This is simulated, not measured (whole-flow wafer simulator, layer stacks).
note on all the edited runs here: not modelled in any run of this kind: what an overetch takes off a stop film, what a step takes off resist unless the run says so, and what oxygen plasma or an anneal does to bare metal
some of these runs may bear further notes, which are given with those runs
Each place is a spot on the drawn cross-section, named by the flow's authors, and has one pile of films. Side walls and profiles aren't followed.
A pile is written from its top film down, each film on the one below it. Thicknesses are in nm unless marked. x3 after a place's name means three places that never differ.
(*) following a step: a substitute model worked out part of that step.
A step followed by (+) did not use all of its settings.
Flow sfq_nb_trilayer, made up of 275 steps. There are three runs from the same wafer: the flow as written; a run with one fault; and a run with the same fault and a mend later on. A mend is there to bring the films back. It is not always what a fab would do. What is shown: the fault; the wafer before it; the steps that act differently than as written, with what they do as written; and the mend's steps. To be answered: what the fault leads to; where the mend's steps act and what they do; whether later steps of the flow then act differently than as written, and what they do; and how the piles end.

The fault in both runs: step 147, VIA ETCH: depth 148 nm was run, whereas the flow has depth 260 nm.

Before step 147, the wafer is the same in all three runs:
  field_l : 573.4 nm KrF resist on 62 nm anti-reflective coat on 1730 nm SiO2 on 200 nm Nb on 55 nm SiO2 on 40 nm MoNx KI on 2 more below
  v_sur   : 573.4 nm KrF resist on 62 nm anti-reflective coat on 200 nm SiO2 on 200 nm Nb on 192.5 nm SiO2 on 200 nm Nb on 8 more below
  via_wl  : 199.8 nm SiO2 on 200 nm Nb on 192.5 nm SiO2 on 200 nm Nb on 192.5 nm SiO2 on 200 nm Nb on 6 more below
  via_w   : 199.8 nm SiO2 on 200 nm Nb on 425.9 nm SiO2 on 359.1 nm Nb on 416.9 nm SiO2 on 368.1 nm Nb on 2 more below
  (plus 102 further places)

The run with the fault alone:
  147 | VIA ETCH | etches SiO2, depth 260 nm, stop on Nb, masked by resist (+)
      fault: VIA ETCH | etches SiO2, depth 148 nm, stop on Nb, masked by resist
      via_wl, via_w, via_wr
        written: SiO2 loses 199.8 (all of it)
        fault: SiO2 loses 148
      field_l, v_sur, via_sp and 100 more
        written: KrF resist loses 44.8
        fault: KrF resist loses 25.5
  Steps further on in the flow that do not act as written (not shown: 5 more steps that differ only slightly, by at most 2% or 0.5 nm, whichever is larger):
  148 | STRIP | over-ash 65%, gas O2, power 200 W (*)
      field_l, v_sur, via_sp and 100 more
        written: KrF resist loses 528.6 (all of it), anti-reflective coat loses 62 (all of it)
        fault: KrF resist loses 547.9 (all of it), anti-reflective coat loses 62 (all of it)
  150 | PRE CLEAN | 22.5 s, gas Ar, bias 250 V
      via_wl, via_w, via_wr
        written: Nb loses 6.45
        fault: SiO2 loses 7.5
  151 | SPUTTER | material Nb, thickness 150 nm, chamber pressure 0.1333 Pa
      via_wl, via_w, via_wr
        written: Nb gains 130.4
        fault: Nb gains 136.3 (new film)
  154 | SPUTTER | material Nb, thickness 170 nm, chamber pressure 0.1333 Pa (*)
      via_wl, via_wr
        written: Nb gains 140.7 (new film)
        fault: Nb gains 149.5 (new film)
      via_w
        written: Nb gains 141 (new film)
        fault: Nb gains 149.9 (new film)
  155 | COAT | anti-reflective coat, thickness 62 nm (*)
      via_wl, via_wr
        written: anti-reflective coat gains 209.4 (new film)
        fault: anti-reflective coat gains 162.4 (new film)
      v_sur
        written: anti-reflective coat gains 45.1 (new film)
        fault: anti-reflective coat gains 47.3 (new film)
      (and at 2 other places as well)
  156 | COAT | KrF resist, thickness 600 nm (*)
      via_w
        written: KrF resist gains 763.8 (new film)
        fault: KrF resist gains 715.6 (new film)
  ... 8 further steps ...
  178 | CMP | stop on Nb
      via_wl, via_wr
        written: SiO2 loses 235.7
        fault: SiO2 loses 292.4
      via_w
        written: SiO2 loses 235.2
        fault: SiO2 loses 291.8
  The piles end different from the flow's at via_wl, via_w, via_wr by more than 2% or 0.5 nm, whichever is larger.
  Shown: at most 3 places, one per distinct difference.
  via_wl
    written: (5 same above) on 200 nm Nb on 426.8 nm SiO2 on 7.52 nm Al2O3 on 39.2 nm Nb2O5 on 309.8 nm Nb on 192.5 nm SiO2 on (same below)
    fault: (5 same above) on 200 nm Nb on 370.1 nm SiO2 on 7.61 nm Al2O3 on 39 nm Nb2O5 on 122.3 nm Nb on 44.3 nm SiO2 on 200 nm Nb on 192.5 nm SiO2 on (same below)
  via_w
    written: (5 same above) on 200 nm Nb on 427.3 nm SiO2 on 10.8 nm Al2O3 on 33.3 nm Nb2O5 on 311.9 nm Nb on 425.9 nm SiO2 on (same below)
    fault: (5 same above) on 200 nm Nb on 370.7 nm SiO2 on 11.3 nm Al2O3 on 32.3 nm Nb2O5 on 124.7 nm Nb on 44.3 nm SiO2 on 200 nm Nb on 425.9 nm SiO2 on (same below)

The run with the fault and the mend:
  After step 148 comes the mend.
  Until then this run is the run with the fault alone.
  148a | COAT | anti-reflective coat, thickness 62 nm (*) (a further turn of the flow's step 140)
      p4_fl x3, p4_w1 x9, p4_g1 x2 and 63 more
        anti-reflective coat gains 62 (new film)
      ce_r, sp_r, be_r, r_sur, res, r_end, moat, field_r
        anti-reflective coat gains 61.7 (new film)
      lsp_l, ln_m5, lsp_m, ln_m6, lsp_r, l0_sur, l0v
        anti-reflective coat gains 61.8 (new film)
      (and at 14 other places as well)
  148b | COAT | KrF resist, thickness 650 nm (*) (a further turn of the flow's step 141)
      p4_fl x3, p4_w1 x9, p4_g1 x2 and 63 more
        KrF resist gains 650 (new film)
      field_r, lsp_l, ln_m5, lsp_m, ln_m6, lsp_r, l0_sur
        KrF resist gains 649.5 (new film)
      res, r_end, moat, l0v
        KrF resist gains 649.4 (new film)
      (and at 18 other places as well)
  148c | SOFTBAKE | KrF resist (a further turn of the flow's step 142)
      does not change any film at any place that is followed
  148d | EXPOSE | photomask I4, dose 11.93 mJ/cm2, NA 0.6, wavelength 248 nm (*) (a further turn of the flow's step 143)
      does not change any film at any place that is followed
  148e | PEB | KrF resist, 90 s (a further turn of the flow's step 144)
      jj_sur, ce_l, c5j and 92 more
        KrF resist loses 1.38
      v_sur, via_v, wire, be, be_sur, gap
        KrF resist loses 1.37
      field_l, via_sp
        KrF resist loses 1.36
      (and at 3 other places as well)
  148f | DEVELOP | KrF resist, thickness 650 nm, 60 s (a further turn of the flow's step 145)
      field_l, v_sur, via_sp and 100 more
        KrF resist loses 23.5
      via_wl
        KrF resist loses 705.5 (all of it)
      via_w
        KrF resist loses 746.7 (all of it)
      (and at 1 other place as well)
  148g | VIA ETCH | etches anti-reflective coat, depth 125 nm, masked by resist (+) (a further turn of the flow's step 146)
      field_l, v_sur, via_sp and 100 more
        KrF resist loses 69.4
      via_wl, via_wr
        anti-reflective coat loses 125
      via_w
        anti-reflective coat loses 81.3 (all of it), SiO2 loses 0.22
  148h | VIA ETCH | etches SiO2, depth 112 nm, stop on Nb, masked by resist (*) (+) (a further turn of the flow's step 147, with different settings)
      field_l, v_sur, via_sp and 100 more
        KrF resist loses 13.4
      via_wl, via_wr
        anti-reflective coat loses 2.3 (all of it), SiO2 loses 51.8 (all of it)
      via_w
        SiO2 loses 51.6 (all of it)
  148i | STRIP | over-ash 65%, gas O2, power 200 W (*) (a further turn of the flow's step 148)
      p4_fl x3, p4_w1 x9, p4_g1 x2 and 63 more
        KrF resist loses 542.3 (all of it), anti-reflective coat loses 62 (all of it)
      lsp_l, ln_m5, lsp_r, l0_sur
        KrF resist loses 541.7 (all of it), anti-reflective coat loses 61.8 (all of it)
      ce_r, sp_r, be_r
        KrF resist loses 541.5 (all of it), anti-reflective coat loses 61.7 (all of it)
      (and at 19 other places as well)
  None of the later steps of the flow differs from how it acts as written, at any place that is followed, by more than 2% or 0.5 nm, whichever is larger.
  The piles end the same as the flow's at every place that both follow.
